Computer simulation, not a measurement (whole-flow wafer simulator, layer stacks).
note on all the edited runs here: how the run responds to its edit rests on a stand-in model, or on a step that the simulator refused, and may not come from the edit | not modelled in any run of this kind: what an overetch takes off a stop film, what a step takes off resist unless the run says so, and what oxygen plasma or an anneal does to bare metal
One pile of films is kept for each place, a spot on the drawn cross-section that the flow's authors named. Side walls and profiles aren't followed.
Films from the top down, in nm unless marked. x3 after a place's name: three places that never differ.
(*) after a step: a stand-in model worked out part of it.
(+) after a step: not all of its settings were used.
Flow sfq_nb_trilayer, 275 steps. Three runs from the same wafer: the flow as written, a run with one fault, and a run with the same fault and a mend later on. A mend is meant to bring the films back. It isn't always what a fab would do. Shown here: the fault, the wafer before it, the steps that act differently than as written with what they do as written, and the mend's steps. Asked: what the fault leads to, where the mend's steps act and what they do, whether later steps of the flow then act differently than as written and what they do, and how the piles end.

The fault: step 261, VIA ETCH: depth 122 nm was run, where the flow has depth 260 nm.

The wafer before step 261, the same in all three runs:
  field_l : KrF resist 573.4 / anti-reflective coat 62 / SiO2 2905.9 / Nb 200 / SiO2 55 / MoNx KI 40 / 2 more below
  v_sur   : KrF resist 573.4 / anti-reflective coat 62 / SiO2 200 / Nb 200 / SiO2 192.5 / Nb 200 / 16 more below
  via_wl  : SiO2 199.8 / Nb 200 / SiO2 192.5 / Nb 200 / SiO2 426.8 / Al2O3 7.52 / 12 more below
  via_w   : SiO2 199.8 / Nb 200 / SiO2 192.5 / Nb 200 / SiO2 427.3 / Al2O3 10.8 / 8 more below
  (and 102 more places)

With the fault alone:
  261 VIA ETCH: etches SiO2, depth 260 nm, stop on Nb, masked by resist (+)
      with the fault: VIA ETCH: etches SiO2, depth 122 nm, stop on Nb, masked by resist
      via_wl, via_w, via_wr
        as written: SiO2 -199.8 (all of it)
        with the fault: SiO2 -122
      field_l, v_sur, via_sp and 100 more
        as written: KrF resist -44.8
        with the fault: KrF resist -21
  Later steps of the flow that act differently than as written (2 more steps differ only slightly, by at most 2% or 0.5 nm, whichever is larger, and aren't shown):
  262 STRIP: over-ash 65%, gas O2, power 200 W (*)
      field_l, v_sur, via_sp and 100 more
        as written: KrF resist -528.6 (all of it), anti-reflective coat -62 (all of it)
        with the fault: KrF resist -552.4 (all of it), anti-reflective coat -62 (all of it)
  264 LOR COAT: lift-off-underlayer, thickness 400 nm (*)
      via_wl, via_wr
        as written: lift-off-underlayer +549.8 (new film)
        with the fault: lift-off-underlayer +491.5 (new film)
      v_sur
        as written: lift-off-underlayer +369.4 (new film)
        with the fault: lift-off-underlayer +381.3 (new film)
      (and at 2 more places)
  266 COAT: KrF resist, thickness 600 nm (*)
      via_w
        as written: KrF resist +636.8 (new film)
        with the fault: KrF resist +622.5 (new film)
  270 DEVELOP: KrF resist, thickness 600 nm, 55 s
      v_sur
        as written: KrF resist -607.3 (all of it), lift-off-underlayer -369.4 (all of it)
        with the fault: KrF resist -604 (all of it), lift-off-underlayer -381.3 (all of it)
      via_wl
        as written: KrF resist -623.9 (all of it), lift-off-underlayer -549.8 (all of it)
        with the fault: KrF resist -614.1 (all of it), lift-off-underlayer -491.5 (all of it)
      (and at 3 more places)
  At the end the piles differ from the flow's by more than 2% or 0.5 nm, whichever is larger, at via_wl, via_w, via_wr.
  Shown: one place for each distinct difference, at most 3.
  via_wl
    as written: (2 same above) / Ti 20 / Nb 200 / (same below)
    with the fault: (2 same above) / Ti 20 / SiO2 77.8 / Nb 200 / (same below)

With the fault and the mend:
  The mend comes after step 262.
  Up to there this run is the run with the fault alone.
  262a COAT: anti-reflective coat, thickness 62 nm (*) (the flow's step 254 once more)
      p4_fl x3, p4_w1 x9, p4_g1 x2 and 63 more
        anti-reflective coat +62 (new film)
      res, r_end, moat and 8 more
        anti-reflective coat +61.8 (new film)
      jj_sur, ce_l, c5j, ce_r, sp_r, be_r, r_sur
        anti-reflective coat +61.7 (new film)
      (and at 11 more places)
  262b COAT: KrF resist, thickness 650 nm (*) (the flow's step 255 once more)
      p4_fl x3, p4_w1 x9, p4_g1 x2 and 63 more
        KrF resist +650 (new film)
      res, r_end, moat, field_r, lsp_l, l0_sur, l0v
        KrF resist +649.5 (new film)
      ln_m5, lsp_m, ln_m6, lsp_r
        KrF resist +649.6 (new film)
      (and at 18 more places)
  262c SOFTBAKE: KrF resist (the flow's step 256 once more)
      changes no film at any place that is followed
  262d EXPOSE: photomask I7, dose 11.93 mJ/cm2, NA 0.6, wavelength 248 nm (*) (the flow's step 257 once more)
      changes no film at any place that is followed
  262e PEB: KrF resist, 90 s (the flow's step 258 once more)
      jj_sur, ce_l, c5j and 92 more
        KrF resist -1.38
      v_sur, via_sp, via_v, wire, be, be_sur, gap
        KrF resist -1.37
      via_wl, via_wr
        KrF resist -1.5
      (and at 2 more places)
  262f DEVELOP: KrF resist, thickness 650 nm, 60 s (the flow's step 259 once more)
      field_l, v_sur, via_sp and 100 more
        KrF resist -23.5
      via_wl
        KrF resist -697 (all of it)
      via_w
        KrF resist -728.2 (all of it)
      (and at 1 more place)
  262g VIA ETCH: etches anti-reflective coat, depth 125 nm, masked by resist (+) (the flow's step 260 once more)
      field_l, v_sur, via_sp and 100 more
        KrF resist -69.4
      via_wl, via_wr
        anti-reflective coat -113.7 (all of it)
      via_w
        anti-reflective coat -78.7 (all of it), SiO2 -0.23
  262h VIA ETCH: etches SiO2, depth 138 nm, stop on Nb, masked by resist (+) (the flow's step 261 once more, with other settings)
      field_l, v_sur, via_sp and 100 more
        KrF resist -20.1
      via_wl, via_wr
        SiO2 -77.8 (all of it)
      via_w
        SiO2 -77.6 (all of it)
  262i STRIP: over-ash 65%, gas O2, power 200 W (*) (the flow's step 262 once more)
      p4_fl x3, p4_w1 x9, p4_g1 x2 and 63 more
        KrF resist -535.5 (all of it), anti-reflective coat -62 (all of it)
      moat, field_r, lsp_l, ln_m5, lsp_m, ln_m6, lsp_r, l0_sur
        KrF resist -535.1 (all of it), anti-reflective coat -61.8 (all of it)
      ce_r, sp_r, be_r
        KrF resist -534.9 (all of it), anti-reflective coat -61.7 (all of it)
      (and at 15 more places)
  No later step of the flow acts differently than as written at any place that is followed.
  At the end the piles are the same as the flow's at every place that both follow.
